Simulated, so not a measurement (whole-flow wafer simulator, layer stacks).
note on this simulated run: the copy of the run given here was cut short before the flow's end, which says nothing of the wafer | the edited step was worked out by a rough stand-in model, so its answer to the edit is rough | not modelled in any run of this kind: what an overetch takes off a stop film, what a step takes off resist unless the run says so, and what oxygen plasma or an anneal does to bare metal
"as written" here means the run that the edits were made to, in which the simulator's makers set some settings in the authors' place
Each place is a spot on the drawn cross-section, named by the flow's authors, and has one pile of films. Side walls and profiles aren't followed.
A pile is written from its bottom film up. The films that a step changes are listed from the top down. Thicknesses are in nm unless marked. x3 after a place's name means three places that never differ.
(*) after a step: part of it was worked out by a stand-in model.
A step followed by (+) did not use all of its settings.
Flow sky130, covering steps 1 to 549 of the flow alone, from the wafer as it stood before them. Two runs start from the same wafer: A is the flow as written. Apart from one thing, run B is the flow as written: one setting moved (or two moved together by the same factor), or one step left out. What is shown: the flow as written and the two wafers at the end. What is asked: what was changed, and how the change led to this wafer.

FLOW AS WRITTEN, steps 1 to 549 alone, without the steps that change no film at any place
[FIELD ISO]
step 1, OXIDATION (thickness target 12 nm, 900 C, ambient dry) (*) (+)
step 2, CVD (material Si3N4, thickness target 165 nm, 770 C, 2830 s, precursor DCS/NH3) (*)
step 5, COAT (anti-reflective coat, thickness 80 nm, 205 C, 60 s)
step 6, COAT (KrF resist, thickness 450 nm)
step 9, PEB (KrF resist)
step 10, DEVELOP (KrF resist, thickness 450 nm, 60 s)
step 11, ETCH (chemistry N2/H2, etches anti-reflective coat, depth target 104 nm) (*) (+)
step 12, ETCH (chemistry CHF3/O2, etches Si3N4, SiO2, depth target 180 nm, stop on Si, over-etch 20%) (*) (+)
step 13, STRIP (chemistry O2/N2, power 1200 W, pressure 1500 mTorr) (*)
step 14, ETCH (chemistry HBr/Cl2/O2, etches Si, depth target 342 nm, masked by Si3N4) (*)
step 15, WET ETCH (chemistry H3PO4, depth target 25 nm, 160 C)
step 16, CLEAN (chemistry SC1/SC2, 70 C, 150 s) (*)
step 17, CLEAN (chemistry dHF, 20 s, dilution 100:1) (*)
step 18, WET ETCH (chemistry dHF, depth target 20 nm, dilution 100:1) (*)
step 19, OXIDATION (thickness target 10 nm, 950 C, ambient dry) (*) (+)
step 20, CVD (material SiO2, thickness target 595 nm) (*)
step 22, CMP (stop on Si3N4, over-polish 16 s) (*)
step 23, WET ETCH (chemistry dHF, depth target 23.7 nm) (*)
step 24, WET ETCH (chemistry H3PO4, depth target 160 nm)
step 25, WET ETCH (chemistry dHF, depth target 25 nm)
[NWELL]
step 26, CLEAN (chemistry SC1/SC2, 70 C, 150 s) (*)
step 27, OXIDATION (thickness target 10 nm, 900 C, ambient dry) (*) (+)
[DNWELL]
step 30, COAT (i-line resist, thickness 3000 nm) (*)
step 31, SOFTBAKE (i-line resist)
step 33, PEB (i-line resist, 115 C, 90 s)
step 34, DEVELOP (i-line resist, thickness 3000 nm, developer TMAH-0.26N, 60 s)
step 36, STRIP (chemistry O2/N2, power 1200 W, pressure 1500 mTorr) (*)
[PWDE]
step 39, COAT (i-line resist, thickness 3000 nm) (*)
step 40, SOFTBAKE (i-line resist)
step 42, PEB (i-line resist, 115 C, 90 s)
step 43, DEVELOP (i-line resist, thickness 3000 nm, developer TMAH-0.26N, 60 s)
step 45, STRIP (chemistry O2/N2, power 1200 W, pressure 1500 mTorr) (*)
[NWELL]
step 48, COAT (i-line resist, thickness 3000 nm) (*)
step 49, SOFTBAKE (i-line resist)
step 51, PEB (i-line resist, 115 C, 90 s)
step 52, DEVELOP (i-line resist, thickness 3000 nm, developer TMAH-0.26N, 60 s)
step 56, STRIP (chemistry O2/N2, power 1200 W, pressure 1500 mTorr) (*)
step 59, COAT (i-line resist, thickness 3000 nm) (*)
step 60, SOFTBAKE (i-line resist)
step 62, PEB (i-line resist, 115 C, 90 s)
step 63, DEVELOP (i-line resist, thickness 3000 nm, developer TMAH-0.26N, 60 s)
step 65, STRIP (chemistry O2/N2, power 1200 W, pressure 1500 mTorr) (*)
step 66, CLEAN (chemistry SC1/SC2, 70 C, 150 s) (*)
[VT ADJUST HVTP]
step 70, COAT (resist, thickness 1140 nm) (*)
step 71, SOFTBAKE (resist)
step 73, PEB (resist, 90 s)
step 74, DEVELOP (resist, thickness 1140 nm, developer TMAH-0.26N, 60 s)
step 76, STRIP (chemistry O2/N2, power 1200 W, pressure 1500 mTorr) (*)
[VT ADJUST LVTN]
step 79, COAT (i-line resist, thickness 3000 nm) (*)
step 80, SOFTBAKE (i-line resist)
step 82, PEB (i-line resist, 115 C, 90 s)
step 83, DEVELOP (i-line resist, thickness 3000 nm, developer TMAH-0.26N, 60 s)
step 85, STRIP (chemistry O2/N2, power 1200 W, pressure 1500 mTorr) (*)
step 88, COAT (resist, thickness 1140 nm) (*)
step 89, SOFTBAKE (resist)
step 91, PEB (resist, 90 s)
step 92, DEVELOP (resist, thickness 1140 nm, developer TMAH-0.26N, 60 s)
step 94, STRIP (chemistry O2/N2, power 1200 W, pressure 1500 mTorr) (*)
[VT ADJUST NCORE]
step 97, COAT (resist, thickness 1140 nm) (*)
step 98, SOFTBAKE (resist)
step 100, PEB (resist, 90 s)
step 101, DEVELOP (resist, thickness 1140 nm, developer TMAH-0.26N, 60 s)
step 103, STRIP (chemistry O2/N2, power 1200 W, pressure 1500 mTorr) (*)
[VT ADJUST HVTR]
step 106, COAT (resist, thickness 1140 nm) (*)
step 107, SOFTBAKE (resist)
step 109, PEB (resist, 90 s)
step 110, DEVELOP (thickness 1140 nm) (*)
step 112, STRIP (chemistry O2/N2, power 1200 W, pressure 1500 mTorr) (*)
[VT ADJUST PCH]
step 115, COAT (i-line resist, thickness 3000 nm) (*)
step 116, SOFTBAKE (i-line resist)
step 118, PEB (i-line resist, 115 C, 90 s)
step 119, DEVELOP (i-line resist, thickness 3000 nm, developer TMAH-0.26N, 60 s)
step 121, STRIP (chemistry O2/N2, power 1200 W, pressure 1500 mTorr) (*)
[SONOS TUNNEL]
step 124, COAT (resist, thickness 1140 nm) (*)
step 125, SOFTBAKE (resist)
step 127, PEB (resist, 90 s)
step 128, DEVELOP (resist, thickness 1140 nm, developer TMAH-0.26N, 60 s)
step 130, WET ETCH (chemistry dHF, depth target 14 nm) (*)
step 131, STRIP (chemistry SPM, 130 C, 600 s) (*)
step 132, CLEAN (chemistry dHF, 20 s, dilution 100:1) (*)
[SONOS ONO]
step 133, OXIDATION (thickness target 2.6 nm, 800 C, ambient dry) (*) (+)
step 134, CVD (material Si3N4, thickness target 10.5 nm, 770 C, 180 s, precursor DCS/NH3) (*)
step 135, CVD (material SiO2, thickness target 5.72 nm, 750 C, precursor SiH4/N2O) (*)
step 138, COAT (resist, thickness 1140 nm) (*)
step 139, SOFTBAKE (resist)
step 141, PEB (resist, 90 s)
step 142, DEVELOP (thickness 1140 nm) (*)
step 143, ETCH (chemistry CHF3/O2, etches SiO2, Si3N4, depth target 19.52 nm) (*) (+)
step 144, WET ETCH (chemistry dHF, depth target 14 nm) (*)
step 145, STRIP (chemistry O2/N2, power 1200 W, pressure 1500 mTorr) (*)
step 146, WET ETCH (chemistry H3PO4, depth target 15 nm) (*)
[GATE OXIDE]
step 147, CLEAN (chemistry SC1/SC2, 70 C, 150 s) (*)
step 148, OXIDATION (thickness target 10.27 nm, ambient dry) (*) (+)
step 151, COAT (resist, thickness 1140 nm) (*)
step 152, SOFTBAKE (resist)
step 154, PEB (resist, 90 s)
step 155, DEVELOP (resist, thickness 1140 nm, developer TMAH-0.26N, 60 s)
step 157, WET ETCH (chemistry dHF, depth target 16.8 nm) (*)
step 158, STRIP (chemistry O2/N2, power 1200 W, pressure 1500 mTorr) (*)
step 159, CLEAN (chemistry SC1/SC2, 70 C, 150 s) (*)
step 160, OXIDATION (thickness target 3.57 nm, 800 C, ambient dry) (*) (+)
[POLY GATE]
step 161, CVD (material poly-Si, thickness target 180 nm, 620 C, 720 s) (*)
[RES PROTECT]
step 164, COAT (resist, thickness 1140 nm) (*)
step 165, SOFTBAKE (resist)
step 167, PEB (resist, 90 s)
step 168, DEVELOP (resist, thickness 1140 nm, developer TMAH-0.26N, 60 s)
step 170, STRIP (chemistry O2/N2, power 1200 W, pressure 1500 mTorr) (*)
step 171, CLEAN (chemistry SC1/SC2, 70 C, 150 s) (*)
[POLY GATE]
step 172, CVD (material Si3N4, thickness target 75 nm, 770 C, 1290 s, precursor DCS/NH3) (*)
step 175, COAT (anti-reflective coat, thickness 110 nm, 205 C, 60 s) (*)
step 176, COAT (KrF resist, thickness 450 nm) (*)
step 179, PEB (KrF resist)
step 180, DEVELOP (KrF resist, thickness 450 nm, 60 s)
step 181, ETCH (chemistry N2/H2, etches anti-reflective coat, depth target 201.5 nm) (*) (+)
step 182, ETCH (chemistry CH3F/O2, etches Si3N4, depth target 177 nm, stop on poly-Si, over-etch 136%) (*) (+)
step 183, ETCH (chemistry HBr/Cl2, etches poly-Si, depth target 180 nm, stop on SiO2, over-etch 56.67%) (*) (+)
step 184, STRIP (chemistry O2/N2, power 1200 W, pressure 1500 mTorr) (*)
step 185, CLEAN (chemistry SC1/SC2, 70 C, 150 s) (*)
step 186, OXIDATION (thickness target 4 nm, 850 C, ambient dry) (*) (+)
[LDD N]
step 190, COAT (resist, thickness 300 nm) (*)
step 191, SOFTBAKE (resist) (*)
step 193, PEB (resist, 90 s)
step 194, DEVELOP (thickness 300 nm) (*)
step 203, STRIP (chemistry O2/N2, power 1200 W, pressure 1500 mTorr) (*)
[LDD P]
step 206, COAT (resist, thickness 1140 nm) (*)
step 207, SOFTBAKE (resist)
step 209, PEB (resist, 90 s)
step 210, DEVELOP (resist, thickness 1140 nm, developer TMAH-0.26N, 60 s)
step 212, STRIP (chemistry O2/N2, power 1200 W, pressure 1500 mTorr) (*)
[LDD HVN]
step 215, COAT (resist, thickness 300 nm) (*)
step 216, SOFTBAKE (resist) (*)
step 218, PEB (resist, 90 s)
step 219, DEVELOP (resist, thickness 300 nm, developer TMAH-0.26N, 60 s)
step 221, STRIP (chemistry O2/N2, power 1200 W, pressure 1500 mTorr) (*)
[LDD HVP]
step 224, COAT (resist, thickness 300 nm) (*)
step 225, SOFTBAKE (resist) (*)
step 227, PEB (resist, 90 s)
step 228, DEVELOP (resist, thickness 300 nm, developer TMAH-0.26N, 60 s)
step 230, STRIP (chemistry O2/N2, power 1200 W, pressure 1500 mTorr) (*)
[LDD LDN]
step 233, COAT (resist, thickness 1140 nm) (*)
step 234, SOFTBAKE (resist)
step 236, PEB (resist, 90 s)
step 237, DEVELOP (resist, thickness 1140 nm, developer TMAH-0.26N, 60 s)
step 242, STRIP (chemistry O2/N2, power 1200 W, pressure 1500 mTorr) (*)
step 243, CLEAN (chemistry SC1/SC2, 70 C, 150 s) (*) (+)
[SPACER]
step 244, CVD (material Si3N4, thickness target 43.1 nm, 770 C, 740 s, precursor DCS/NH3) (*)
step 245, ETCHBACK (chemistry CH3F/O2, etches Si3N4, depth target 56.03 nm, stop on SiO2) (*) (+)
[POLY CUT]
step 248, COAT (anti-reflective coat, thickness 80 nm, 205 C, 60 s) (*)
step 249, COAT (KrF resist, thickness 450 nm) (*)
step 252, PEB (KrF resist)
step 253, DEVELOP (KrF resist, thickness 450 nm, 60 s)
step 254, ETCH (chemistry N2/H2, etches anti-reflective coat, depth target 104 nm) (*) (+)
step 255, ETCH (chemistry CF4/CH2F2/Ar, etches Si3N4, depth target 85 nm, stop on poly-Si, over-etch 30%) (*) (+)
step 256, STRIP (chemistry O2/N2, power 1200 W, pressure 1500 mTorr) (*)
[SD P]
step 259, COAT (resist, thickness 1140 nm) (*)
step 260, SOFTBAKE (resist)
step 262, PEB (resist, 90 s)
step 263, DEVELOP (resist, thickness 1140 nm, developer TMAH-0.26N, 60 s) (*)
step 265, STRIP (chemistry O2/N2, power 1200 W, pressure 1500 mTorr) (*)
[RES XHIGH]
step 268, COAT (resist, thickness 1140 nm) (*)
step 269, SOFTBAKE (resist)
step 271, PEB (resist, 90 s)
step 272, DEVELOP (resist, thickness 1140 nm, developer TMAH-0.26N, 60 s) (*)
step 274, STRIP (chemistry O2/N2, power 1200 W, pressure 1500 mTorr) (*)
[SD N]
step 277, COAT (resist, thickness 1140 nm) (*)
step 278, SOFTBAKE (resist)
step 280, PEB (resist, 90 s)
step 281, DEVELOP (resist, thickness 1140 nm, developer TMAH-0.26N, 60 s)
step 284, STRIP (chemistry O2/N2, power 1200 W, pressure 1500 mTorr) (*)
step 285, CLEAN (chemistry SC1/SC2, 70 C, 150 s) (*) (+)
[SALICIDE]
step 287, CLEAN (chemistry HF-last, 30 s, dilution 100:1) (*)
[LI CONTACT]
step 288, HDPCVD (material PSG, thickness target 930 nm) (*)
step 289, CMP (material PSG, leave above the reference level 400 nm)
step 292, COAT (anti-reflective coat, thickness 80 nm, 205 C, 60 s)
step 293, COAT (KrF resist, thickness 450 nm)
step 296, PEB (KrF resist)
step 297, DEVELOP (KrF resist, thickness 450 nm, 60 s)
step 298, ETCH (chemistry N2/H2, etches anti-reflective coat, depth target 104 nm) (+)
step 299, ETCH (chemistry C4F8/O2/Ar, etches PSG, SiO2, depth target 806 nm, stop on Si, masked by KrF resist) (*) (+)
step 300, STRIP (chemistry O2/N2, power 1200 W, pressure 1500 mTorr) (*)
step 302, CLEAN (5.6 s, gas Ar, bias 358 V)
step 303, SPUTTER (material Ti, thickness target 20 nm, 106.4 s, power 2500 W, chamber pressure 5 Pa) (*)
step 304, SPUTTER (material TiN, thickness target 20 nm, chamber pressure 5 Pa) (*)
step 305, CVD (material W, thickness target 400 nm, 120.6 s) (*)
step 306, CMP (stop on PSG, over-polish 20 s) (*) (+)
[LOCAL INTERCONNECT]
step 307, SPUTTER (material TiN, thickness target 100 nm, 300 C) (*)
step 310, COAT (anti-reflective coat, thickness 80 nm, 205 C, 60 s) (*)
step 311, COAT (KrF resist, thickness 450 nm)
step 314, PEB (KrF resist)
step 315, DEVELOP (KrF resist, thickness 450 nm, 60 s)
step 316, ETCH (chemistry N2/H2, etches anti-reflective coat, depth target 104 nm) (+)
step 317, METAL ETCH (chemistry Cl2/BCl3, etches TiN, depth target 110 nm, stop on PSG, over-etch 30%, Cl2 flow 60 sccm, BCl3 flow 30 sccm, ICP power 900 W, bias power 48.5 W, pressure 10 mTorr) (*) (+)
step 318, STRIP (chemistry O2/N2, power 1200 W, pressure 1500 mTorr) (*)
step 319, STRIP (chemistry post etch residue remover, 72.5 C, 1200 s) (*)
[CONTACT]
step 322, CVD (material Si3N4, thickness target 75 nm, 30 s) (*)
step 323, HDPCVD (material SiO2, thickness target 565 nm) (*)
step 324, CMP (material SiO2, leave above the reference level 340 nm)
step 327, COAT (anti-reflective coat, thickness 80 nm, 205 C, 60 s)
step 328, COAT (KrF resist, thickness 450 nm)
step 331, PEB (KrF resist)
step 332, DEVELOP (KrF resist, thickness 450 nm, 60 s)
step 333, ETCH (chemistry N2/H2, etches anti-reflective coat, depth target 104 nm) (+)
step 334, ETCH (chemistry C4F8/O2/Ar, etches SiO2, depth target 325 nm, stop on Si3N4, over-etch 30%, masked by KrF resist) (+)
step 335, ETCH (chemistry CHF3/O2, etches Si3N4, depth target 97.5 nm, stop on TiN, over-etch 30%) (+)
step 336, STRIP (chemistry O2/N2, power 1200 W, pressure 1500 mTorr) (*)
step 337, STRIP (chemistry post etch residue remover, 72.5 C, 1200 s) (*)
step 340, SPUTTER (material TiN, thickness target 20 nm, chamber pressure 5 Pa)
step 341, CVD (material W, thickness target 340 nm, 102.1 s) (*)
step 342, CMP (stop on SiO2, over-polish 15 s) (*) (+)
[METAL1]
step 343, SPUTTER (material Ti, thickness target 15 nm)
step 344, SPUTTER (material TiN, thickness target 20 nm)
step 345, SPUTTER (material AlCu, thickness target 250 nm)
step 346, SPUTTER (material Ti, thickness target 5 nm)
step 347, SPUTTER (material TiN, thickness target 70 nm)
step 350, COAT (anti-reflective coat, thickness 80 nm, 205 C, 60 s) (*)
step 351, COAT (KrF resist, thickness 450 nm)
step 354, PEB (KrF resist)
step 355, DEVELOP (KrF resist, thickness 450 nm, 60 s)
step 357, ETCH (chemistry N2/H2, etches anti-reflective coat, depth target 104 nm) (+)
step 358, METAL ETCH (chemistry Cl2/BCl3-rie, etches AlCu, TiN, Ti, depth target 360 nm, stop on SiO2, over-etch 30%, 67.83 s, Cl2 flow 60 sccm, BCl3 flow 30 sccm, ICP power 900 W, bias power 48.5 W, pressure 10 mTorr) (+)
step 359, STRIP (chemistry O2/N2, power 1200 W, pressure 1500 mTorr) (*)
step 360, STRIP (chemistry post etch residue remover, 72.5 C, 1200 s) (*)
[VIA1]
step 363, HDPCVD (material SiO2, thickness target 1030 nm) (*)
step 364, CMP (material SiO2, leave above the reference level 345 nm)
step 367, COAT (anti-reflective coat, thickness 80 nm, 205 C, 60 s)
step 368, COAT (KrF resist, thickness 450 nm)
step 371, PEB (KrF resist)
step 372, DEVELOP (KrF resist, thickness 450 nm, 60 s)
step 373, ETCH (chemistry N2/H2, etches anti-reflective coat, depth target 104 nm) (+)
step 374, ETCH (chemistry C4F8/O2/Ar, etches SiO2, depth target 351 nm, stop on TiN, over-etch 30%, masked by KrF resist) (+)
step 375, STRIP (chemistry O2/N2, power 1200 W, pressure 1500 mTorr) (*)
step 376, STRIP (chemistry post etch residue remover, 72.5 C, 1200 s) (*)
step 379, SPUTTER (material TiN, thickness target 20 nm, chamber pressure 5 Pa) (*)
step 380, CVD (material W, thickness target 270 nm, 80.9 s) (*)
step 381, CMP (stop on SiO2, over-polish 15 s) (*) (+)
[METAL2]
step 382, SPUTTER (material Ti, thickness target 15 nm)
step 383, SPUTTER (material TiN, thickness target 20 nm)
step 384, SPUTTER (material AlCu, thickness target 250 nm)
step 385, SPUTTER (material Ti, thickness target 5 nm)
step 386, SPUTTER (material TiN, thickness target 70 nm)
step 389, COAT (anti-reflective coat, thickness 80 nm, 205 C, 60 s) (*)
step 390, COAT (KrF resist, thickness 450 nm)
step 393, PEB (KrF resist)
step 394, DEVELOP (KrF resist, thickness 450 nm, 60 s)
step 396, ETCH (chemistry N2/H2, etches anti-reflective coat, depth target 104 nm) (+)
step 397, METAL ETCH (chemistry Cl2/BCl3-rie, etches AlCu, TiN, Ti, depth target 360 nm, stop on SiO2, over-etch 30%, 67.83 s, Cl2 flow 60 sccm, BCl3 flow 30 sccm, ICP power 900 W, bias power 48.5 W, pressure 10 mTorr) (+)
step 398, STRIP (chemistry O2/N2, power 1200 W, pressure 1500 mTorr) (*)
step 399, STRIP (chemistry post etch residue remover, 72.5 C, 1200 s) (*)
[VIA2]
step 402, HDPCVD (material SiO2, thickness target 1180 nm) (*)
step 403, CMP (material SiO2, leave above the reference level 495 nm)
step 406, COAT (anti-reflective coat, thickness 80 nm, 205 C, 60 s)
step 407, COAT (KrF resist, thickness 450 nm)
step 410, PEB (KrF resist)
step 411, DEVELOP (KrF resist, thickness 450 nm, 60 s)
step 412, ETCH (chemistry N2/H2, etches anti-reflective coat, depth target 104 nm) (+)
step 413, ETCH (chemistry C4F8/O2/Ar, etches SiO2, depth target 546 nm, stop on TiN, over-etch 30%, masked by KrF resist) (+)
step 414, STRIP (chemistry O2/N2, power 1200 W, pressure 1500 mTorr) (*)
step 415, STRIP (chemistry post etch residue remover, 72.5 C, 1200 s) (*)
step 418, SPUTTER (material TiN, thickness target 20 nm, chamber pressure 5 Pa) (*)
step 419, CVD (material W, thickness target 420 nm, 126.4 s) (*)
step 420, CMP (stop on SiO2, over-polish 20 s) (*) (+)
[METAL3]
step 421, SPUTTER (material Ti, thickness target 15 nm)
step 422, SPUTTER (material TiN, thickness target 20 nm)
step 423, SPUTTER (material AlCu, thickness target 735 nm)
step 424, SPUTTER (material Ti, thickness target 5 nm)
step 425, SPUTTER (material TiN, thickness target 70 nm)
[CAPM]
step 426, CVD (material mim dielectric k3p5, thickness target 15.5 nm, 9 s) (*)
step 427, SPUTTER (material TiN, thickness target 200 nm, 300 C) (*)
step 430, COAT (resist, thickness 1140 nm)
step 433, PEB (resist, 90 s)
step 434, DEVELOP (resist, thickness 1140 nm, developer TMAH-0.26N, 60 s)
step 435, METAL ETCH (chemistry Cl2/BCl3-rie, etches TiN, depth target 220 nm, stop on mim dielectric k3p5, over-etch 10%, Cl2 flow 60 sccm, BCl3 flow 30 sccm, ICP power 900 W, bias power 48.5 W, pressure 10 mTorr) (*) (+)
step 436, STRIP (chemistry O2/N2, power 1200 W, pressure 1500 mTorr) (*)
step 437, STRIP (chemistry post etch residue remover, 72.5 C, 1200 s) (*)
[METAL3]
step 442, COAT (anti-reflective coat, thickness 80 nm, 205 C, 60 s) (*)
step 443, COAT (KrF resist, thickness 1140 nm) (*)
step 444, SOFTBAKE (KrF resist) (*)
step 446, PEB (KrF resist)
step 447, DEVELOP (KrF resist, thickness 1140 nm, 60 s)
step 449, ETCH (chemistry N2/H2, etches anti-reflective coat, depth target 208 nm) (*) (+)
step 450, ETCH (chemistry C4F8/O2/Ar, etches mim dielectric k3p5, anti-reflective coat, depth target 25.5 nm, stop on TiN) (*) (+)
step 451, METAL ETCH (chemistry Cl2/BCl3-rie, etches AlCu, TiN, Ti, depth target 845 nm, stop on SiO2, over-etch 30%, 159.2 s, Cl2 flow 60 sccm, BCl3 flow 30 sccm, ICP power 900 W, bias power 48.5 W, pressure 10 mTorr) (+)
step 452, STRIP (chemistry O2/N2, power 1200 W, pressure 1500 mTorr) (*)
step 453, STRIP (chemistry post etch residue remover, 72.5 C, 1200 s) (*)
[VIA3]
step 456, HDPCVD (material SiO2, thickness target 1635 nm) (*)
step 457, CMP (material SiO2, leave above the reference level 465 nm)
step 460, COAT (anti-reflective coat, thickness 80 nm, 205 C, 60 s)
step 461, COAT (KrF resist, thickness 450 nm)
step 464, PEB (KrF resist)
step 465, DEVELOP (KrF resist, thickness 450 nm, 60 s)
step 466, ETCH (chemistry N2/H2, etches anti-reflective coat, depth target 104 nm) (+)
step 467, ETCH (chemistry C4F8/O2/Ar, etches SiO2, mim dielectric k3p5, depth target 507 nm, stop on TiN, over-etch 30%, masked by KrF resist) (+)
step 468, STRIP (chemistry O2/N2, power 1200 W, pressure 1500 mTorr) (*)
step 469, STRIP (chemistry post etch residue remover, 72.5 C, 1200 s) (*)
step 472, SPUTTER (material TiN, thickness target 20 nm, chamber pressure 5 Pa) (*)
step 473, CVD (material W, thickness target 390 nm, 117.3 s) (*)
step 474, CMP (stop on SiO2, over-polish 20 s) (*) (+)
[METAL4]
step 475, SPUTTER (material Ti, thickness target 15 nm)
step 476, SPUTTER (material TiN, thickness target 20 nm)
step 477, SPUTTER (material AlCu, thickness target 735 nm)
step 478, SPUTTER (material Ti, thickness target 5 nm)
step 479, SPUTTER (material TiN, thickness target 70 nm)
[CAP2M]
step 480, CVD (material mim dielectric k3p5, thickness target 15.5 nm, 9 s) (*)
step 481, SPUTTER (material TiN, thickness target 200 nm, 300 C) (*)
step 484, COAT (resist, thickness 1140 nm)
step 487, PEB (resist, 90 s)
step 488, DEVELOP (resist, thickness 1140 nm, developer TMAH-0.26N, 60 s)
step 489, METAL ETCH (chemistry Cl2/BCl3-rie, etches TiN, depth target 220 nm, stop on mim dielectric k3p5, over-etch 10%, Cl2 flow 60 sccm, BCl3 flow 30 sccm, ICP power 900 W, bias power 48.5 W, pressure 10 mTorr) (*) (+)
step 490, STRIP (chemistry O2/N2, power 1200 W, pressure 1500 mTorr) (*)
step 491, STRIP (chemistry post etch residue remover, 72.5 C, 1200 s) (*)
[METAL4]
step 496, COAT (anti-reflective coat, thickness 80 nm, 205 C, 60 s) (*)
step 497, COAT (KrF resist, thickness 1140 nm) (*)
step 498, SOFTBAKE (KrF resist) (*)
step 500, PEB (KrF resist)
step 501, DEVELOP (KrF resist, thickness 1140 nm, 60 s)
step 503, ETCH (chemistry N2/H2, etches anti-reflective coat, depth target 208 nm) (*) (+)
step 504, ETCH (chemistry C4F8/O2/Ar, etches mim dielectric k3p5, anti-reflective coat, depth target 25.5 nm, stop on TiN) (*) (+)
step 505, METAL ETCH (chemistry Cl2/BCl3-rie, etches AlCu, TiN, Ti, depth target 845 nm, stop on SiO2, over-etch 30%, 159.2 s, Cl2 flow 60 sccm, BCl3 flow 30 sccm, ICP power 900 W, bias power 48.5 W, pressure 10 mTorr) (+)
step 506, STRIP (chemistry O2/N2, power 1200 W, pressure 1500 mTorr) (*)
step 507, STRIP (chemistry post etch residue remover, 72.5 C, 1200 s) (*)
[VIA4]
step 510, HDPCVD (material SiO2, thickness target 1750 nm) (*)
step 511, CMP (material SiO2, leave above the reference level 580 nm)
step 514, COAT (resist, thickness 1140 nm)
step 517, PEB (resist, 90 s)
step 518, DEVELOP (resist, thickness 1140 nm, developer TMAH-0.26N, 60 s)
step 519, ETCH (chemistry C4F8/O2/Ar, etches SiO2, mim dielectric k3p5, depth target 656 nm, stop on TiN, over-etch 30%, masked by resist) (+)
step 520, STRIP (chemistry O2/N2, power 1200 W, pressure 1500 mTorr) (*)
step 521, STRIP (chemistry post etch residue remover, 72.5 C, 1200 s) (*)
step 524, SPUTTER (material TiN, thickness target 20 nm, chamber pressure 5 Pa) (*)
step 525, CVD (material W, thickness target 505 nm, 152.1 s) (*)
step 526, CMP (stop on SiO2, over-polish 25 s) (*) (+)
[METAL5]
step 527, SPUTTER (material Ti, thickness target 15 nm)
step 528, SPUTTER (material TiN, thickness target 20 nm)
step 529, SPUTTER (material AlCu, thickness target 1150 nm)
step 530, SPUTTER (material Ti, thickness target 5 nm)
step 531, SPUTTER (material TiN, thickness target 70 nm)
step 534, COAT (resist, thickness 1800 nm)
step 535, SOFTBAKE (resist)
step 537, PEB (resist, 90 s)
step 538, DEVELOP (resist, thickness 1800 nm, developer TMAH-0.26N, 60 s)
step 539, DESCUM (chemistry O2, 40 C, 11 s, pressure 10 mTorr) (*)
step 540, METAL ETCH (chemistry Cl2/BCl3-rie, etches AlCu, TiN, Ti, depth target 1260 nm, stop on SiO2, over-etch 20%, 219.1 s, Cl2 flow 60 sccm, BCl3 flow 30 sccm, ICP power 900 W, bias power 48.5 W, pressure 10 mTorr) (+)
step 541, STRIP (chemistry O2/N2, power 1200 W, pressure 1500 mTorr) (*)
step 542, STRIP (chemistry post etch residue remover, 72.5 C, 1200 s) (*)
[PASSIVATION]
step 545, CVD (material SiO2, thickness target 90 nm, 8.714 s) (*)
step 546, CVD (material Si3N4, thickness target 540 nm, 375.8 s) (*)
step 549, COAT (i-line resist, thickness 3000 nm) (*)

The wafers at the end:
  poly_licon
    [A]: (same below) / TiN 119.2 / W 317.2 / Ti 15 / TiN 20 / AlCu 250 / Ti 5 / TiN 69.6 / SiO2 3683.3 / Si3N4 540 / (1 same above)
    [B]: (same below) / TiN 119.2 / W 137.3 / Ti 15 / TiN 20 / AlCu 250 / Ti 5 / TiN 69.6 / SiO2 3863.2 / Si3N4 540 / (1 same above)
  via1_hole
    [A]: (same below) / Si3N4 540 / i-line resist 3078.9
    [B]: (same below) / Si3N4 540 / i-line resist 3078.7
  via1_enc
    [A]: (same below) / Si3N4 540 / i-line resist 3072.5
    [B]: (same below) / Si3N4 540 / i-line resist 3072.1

The reason: step 341, CVD: 40.85 s was run, whereas the flow has 102.1 s.

The path from the change to this, step by step:
  step 341, CVD (material W, thickness target 340 nm, 102.1 s) (*)
      field, active, n_well and 185 more: A +340 W (new film) | B +137.3 W (new film)
      ndiff_licon, ndiff_licon_cpp, rpo_hd_licon: A +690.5 W (new film) | B +487.9 W (new film)
  step 342, CMP (stop on SiO2, over-polish 15 s) (*) (+)
      poly_licon: A -22.8 W | B nothing
      field, active, n_well and 184 more: A -340 W (all of it), -20 TiN (all of it), -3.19 SiO2 | B -137.3 W (all of it), -20 TiN (all of it), -3.19 SiO2
      (also at 3 further places)
  step 350, COAT (anti-reflective coat, thickness 80 nm, 205 C, 60 s) (*)
      poly_licon: A +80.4 anti-reflective coat (new film) | B +260.4 anti-reflective coat (new film)
  step 359, STRIP (chemistry O2/N2, power 1200 W, pressure 1500 mTorr) (*)
      poly_licon: A -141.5 KrF resist (all of it), -80.4 anti-reflective coat (all of it) | B -141.5 KrF resist (all of it), -260.4 anti-reflective coat (all of it)
  step 364, CMP (material SiO2, leave above the reference level 345 nm)
      poly_licon: A -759 SiO2 | B -579.1 SiO2
